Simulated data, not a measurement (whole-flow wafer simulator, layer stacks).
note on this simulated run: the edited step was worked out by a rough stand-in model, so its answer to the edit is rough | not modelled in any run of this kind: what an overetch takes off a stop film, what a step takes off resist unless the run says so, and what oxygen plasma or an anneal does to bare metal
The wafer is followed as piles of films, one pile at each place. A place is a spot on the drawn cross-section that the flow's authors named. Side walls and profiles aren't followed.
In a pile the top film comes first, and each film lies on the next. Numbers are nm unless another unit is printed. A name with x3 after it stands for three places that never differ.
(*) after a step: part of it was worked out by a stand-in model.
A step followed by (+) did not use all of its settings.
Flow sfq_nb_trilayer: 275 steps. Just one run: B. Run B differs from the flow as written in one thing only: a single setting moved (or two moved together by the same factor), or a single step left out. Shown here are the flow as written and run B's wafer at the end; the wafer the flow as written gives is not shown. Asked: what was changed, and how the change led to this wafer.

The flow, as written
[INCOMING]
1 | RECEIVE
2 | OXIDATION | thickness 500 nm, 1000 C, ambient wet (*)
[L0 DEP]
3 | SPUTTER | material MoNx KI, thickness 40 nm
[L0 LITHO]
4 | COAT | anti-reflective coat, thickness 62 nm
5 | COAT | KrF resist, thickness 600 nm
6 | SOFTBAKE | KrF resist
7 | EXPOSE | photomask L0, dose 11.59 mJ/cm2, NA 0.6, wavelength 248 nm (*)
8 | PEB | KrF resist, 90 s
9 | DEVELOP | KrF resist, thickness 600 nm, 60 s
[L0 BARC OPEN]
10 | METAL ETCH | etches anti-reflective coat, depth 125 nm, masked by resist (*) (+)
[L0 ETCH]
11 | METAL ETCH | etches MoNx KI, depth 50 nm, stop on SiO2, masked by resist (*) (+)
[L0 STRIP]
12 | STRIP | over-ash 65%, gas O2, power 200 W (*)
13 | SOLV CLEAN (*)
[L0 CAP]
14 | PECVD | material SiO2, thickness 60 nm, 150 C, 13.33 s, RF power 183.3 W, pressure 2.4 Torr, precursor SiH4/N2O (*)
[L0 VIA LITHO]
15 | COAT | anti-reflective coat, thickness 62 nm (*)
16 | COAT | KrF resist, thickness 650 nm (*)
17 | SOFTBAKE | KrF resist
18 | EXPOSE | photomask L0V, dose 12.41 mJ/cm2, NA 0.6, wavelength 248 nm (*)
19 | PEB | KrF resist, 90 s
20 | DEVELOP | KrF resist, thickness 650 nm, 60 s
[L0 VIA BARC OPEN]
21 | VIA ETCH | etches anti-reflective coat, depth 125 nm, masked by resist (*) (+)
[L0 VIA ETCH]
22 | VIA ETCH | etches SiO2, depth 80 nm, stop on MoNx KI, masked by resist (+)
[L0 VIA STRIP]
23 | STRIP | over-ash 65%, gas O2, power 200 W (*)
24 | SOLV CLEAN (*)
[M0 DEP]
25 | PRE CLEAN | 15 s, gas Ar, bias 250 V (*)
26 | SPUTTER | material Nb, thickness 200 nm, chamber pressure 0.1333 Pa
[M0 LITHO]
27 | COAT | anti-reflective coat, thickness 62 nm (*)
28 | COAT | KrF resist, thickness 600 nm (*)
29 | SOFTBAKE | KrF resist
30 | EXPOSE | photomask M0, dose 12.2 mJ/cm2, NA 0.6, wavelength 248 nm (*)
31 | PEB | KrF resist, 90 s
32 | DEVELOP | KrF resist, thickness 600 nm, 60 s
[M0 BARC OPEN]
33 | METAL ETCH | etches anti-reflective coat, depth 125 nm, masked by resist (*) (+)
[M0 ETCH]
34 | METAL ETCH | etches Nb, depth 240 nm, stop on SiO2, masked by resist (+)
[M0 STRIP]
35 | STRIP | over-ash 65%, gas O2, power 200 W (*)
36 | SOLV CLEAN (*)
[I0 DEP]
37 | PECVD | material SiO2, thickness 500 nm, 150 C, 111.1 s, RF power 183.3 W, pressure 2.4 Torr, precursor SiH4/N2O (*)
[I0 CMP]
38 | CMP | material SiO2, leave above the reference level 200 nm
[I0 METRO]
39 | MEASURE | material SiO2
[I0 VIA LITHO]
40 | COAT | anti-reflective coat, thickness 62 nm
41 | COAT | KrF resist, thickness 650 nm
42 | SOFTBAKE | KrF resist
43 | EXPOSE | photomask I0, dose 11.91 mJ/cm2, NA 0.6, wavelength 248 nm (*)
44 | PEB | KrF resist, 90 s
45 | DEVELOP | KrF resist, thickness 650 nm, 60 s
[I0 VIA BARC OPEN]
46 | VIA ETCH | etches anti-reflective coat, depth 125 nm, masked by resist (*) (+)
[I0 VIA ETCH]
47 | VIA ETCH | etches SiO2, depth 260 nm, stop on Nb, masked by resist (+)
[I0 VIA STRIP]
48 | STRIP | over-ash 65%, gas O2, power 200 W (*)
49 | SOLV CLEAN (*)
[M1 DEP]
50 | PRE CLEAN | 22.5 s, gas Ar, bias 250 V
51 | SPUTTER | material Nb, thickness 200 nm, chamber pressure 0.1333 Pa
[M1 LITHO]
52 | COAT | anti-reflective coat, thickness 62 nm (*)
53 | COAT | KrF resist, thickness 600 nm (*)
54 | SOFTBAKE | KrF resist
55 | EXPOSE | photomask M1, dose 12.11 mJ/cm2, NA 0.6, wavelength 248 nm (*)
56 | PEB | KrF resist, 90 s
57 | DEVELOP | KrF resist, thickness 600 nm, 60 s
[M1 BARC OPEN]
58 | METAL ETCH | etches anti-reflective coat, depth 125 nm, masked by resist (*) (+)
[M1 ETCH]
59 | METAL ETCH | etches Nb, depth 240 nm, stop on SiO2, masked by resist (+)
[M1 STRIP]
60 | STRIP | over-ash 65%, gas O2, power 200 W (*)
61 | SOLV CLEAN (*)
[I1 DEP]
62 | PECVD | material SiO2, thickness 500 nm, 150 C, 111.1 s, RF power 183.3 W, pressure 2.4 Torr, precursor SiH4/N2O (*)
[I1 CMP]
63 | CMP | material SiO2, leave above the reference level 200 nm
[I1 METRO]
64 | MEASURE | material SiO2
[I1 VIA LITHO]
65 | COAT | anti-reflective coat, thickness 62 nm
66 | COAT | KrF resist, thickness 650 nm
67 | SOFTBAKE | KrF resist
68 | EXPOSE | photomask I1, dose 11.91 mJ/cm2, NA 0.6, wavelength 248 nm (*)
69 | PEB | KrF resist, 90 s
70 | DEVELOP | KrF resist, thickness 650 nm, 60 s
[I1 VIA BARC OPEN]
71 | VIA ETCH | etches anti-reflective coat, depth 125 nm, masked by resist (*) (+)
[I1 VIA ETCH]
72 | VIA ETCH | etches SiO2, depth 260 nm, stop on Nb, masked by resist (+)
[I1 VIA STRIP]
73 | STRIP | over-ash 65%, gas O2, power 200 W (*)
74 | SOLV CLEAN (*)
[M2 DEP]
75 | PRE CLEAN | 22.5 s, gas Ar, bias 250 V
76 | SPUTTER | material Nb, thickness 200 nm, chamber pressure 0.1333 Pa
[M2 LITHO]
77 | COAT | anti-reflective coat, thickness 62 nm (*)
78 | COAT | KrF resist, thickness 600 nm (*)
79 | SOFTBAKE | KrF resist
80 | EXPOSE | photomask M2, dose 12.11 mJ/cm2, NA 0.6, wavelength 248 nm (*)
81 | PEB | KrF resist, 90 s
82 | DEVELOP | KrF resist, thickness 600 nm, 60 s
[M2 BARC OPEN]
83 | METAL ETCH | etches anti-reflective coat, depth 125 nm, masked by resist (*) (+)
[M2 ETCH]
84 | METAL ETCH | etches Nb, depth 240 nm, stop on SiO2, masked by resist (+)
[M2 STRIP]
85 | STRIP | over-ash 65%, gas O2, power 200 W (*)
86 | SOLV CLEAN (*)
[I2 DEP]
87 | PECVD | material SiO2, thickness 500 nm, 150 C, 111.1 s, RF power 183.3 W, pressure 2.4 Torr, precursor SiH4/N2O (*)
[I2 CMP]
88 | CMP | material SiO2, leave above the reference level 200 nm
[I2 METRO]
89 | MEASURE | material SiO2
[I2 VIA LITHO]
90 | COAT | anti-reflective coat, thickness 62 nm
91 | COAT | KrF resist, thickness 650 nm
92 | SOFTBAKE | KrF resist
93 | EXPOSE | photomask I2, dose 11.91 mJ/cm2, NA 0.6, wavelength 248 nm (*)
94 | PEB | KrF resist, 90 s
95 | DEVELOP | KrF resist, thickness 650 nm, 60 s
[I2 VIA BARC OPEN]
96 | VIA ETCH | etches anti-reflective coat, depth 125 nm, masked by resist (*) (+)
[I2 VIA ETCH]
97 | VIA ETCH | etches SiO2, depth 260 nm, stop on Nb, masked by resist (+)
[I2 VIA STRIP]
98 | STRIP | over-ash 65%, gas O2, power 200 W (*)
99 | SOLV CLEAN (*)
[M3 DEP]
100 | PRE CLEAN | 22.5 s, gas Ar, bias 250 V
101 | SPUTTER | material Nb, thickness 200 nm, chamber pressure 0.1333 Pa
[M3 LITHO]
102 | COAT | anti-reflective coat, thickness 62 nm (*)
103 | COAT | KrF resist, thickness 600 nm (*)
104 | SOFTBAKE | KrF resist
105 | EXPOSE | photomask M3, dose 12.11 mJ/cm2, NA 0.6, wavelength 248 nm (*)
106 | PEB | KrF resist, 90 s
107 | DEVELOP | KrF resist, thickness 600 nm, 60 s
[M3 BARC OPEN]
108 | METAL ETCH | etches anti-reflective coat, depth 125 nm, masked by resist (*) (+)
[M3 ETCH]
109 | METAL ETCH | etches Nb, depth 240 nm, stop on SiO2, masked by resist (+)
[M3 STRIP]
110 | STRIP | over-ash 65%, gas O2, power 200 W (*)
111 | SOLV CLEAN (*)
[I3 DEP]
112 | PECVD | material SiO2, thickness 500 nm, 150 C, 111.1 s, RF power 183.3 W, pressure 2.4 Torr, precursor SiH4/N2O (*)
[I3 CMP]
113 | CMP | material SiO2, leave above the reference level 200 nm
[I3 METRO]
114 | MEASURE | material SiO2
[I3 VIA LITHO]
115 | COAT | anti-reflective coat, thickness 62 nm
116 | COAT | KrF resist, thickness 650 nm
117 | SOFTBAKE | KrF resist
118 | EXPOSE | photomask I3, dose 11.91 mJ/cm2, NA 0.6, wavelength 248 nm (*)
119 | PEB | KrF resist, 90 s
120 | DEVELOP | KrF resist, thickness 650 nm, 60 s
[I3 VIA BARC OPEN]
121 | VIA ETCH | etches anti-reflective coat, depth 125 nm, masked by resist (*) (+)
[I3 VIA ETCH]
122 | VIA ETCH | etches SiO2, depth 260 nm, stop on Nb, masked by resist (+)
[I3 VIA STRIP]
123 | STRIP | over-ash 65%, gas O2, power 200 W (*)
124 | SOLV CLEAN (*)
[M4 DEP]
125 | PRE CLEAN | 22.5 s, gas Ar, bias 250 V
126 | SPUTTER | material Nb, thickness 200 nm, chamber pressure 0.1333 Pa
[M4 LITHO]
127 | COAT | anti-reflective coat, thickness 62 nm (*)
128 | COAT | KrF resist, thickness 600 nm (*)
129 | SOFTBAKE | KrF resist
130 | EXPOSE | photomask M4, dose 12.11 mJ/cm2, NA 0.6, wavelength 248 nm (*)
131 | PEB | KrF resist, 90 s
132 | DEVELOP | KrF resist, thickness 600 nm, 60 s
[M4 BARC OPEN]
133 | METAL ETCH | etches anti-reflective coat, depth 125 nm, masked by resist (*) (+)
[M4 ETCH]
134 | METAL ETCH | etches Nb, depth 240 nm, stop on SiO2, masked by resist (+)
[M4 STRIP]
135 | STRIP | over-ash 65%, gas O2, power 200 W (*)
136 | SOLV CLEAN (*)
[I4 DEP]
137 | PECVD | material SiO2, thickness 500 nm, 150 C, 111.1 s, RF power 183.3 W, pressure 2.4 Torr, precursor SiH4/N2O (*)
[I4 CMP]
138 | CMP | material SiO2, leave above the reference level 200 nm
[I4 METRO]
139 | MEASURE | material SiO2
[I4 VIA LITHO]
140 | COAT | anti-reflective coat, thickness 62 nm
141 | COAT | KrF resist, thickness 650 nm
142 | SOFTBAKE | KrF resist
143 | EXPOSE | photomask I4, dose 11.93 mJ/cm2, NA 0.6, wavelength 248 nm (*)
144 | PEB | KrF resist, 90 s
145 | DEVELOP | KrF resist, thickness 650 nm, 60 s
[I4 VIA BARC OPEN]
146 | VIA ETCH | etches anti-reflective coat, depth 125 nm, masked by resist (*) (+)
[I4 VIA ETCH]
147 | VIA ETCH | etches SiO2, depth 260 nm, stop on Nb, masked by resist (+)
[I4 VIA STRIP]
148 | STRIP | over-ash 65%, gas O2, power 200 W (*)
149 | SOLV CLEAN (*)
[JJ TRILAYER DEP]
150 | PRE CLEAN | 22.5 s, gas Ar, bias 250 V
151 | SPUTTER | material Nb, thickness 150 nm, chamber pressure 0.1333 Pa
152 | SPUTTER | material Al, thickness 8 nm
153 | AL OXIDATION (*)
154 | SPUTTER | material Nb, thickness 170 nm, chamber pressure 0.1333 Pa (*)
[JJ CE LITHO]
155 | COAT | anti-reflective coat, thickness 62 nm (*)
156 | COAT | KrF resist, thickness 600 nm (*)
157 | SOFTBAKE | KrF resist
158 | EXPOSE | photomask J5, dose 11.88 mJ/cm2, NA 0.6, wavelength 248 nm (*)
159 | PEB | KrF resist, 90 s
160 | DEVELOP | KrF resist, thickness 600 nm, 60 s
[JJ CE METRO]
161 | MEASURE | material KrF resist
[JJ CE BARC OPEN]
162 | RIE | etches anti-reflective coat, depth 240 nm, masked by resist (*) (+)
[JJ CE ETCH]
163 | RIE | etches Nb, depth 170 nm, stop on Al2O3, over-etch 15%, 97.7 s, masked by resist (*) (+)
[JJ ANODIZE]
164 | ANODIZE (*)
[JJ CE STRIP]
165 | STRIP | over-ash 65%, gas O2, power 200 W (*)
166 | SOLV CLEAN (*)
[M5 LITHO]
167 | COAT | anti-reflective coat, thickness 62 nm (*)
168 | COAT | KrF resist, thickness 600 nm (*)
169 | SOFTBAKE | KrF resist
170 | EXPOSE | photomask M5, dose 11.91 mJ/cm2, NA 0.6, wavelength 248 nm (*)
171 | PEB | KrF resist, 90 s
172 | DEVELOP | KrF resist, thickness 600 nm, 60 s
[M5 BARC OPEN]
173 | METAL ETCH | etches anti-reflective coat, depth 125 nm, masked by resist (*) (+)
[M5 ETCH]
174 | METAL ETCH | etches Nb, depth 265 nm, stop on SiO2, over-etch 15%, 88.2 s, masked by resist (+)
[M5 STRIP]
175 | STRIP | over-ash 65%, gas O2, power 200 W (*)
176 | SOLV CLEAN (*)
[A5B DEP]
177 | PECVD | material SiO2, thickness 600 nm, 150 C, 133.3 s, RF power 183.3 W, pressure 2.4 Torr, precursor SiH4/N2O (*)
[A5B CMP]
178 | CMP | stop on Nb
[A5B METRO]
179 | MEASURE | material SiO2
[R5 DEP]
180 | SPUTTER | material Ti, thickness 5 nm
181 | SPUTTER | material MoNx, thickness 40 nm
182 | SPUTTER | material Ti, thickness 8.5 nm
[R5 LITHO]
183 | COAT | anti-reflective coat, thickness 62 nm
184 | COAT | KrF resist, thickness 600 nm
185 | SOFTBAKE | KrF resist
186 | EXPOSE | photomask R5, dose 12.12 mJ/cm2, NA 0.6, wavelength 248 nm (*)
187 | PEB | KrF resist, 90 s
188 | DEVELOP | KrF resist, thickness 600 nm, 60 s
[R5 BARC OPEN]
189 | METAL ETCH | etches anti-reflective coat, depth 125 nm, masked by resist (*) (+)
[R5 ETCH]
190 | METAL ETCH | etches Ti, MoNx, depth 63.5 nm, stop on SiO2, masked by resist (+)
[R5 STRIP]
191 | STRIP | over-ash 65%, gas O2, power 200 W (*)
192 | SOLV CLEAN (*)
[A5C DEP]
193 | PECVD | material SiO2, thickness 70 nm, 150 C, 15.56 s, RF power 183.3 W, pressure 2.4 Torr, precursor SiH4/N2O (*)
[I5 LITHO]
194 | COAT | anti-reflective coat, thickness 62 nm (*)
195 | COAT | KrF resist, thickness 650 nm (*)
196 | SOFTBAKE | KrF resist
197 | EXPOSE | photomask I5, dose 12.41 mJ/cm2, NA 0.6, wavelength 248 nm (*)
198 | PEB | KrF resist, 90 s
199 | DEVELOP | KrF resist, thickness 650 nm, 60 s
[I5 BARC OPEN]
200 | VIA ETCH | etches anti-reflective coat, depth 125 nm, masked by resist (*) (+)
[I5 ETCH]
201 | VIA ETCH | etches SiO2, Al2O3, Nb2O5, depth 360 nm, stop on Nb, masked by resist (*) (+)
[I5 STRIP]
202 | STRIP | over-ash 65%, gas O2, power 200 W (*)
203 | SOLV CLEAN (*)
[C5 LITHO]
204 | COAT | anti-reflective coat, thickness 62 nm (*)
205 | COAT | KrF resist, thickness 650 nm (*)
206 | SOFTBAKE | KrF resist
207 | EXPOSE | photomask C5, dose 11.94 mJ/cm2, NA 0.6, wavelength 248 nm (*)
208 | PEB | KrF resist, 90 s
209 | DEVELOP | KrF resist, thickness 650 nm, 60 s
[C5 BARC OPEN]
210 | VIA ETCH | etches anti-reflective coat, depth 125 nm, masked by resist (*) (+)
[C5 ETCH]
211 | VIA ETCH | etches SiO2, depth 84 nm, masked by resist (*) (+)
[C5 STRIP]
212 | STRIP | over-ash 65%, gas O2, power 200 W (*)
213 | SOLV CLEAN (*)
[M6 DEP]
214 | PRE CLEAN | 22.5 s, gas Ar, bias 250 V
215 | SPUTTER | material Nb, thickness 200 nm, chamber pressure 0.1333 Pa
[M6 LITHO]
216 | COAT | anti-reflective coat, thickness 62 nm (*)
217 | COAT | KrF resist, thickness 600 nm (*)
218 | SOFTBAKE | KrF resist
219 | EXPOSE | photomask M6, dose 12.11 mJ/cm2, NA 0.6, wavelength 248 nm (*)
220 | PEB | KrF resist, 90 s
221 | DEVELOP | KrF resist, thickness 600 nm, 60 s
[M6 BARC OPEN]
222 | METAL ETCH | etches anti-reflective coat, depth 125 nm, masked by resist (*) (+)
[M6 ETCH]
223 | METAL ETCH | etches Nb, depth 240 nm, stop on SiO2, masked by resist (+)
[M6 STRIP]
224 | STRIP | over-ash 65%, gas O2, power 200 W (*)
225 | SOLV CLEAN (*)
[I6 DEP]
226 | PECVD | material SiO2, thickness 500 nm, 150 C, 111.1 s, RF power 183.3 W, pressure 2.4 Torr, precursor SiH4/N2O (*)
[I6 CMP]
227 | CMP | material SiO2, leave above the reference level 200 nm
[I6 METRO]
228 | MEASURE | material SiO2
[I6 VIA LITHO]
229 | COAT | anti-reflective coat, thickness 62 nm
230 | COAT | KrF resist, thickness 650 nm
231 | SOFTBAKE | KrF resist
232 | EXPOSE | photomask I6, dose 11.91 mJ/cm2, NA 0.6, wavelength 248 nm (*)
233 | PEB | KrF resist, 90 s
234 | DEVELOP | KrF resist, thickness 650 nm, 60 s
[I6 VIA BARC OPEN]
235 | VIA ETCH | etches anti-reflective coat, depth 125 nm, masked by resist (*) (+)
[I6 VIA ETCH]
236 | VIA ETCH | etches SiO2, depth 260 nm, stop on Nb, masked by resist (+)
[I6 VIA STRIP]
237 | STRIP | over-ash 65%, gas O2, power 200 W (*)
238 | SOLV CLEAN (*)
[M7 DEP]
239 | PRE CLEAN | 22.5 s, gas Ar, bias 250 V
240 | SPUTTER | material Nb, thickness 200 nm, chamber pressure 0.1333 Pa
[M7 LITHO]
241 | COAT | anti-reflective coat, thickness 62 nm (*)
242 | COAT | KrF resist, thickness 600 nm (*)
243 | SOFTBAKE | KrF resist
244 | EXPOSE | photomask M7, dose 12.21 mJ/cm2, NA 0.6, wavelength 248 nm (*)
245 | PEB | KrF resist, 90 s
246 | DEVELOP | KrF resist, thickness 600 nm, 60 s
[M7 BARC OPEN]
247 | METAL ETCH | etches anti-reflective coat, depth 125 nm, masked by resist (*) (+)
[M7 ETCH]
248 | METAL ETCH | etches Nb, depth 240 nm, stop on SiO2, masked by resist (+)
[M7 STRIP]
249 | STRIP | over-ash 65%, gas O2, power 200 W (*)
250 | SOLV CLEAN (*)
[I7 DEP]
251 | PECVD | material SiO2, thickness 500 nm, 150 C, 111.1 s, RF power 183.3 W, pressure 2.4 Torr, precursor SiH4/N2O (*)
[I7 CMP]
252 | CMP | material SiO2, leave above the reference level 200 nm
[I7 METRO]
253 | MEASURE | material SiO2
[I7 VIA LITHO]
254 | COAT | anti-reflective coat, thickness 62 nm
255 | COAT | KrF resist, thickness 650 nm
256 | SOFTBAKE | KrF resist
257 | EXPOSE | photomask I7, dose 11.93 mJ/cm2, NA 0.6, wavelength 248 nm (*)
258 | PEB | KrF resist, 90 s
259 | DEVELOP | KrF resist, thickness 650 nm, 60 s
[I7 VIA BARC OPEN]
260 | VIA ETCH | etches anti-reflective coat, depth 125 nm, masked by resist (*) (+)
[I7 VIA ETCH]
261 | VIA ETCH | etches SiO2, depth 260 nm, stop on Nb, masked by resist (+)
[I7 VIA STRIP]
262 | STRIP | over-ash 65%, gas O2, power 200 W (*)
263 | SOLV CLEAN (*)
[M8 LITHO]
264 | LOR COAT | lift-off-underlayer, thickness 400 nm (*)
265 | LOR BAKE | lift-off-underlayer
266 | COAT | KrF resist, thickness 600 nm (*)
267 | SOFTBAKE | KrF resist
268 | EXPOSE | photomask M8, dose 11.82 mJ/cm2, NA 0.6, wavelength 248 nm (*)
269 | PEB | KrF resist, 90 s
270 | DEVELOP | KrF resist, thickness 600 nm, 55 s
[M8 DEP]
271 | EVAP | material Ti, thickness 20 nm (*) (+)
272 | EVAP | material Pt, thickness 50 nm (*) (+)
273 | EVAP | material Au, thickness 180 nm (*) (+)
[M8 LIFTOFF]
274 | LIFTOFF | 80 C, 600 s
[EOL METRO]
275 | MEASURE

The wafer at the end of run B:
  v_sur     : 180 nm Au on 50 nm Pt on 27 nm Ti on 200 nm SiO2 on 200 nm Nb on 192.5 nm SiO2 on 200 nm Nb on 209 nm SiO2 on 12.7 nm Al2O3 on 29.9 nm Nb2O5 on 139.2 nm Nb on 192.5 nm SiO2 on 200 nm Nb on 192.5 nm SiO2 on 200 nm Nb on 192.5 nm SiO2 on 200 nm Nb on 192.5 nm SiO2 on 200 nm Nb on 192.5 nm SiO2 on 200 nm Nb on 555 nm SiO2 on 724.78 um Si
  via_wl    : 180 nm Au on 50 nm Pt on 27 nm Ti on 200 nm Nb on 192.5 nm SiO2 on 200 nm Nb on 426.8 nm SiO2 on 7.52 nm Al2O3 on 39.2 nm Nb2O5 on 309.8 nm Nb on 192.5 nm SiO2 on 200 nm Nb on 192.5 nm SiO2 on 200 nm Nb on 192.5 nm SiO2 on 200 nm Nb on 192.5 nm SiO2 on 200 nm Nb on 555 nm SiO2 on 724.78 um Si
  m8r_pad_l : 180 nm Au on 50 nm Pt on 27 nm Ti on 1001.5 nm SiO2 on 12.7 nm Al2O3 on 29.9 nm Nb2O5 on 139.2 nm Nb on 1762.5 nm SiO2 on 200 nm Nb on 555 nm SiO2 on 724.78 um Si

What caused this: step 271, EVAP: thickness 27 nm was run, whereas the flow has thickness 20 nm.
One can read it off the wafer: v_sur has Ti 27, and step 271 as written asks for 20 nm.

How this came from the change, step by step:
  271 | EVAP | material Ti, thickness 20 nm (*) (+)
      field_l, v_sur, via_wl and 103 more: +27 Ti (new film) (in the flow as written it would be: +20 Ti (new film))
  274 | LIFTOFF | 80 C, 600 s
      p4_fl, p4_fm, p4_w1 and 71 more: -180 Au (all of it), -50 Pt (all of it), -27 Ti (all of it), -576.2 KrF resist (all of it), -400 lift-off-underlayer (all of it) (in the flow as written it would be: -180 Au (all of it), -50 Pt (all of it), -20 Ti (all of it), -576.2 KrF resist (all of it), -400 lift-off-underlayer (all of it))
      c5j, ce_r: -180 Au (all of it), -50 Pt (all of it), -27 Ti (all of it), -573.3 KrF resist (all of it), -399.3 lift-off-underlayer (all of it) (in the flow as written it would be: -180 Au (all of it), -50 Pt (all of it), -20 Ti (all of it), -573.3 KrF resist (all of it), -399.3 lift-off-underlayer (all of it))
      (as well as at 19 more places)
